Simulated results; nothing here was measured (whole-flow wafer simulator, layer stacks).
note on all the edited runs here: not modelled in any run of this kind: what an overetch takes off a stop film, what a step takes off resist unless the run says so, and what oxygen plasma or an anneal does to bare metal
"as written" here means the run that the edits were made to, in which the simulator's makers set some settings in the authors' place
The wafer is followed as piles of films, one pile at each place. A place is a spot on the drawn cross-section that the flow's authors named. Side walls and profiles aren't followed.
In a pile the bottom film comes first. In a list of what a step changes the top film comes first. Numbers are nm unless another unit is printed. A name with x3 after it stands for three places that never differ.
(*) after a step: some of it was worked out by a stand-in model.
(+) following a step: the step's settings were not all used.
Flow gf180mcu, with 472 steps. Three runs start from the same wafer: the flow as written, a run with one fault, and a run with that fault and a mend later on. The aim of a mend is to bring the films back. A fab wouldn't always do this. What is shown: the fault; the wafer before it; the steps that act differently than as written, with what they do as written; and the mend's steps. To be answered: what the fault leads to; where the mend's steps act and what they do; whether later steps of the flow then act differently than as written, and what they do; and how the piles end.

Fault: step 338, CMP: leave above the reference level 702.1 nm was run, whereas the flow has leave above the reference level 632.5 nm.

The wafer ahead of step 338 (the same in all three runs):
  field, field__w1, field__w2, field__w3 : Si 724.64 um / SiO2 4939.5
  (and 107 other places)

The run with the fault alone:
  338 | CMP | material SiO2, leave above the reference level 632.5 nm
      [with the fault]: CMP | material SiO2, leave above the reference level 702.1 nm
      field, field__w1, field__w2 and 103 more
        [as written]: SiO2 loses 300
        [with the fault]: SiO2 loses 230.4
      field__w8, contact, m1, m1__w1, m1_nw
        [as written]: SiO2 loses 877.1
        [with the fault]: SiO2 loses 807.5
  Steps later in the flow that act otherwise than as written (2 other steps are not shown; they differ only slightly, by no more than 2% or 0.5 nm, whichever is larger):
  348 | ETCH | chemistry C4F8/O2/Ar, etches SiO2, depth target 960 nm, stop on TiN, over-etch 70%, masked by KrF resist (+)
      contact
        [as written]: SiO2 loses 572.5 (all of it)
        [with the fault]: SiO2 loses 642.1 (all of it)
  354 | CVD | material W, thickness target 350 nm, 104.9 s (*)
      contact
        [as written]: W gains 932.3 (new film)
        [with the fault]: W gains 1002.5 (new film)
  The piles end different from the flow's at field__w8, contact, m1, m1__w1, m1_nw by more than 2% or 0.5 nm, whichever is larger.
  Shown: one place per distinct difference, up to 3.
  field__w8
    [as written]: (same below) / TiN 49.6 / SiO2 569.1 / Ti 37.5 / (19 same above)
    [with the fault]: (same below) / TiN 49.6 / SiO2 638.7 / Ti 37.5 / (19 same above)
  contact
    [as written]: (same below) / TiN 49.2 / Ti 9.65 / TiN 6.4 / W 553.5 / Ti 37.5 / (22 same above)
    [with the fault]: (same below) / TiN 49.2 / Ti 9.27 / TiN 6.15 / W 623.7 / Ti 37.5 / (22 same above)

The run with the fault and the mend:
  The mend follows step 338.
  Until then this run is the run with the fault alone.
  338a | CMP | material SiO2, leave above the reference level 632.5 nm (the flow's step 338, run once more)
      field, field__w1, field__w2 and 108 more
        SiO2 loses 69.6
  Every later step of the flow that is run acts as written at every place that is followed.
  The piles end the same as the flow's at every place that both follow.
